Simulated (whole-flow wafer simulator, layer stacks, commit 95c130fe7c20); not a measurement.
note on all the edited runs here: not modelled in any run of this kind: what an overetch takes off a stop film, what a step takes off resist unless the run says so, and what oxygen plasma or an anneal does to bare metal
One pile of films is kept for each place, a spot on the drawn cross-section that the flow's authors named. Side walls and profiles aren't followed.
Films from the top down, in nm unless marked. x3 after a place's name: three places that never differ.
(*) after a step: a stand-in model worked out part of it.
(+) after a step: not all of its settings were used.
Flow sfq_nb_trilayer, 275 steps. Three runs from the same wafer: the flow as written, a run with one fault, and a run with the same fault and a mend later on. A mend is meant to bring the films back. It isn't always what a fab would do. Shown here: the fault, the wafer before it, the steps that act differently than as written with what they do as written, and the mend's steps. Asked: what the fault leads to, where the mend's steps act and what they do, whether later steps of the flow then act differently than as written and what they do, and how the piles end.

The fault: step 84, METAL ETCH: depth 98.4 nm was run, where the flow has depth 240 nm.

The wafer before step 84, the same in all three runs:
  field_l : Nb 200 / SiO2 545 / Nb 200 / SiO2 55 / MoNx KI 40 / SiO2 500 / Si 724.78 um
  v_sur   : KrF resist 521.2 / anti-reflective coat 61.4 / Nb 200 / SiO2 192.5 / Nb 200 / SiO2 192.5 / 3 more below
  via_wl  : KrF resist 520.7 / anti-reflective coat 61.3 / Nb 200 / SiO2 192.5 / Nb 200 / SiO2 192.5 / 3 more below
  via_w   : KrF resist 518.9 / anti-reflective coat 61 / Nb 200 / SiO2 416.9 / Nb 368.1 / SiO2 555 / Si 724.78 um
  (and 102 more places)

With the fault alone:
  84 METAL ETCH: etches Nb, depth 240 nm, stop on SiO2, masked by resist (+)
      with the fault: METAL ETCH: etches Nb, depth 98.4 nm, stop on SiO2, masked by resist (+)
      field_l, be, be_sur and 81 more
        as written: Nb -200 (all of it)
        with the fault: Nb -98.4
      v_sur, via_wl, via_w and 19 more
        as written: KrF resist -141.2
        with the fault: KrF resist -57.9
  Later steps of the flow that act differently than as written:
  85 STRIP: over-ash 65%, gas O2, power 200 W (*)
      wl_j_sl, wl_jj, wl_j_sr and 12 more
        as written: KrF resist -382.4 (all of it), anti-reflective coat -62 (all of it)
        with the fault: KrF resist -465.7 (all of it), anti-reflective coat -62 (all of it)
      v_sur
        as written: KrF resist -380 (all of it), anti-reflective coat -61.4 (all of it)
        with the fault: KrF resist -463.3 (all of it), anti-reflective coat -61.4 (all of it)
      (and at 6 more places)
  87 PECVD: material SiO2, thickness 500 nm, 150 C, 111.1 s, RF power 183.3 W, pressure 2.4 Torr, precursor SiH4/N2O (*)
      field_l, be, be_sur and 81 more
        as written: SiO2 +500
        with the fault: SiO2 +500 (new film)
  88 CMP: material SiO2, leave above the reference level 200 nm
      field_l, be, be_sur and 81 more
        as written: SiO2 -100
        with the fault: SiO2 -201.6
  At the end the piles differ from the flow's by more than 2% or 0.5 nm, whichever is larger, at field_l, be, be_sur and 81 more.
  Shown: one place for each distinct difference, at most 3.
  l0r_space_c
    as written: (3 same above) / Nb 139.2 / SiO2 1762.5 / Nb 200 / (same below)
    with the fault: (3 same above) / Nb 139.2 / SiO2 1075.9 / Nb 101.6 / SiO2 585 / Nb 200 / (same below)
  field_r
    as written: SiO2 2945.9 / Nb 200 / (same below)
    with the fault: SiO2 2259.3 / Nb 101.6 / SiO2 585 / Nb 200 / (same below)
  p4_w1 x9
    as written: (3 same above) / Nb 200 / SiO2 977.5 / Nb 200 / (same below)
    with the fault: (3 same above) / Nb 200 / SiO2 290.9 / Nb 101.6 / SiO2 585 / Nb 200 / (same below)

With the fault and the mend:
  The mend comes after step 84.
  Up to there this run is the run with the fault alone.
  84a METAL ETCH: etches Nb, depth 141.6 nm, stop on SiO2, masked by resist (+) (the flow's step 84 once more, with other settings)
      field_l, be, be_sur and 81 more
        Nb -101.6 (all of it)
      v_sur, via_wl, via_w and 19 more
        KrF resist -83.3
  No later step of the flow acts differently than as written at any place that is followed.
  At the end the piles are the same as the flow's at every place that both follow.
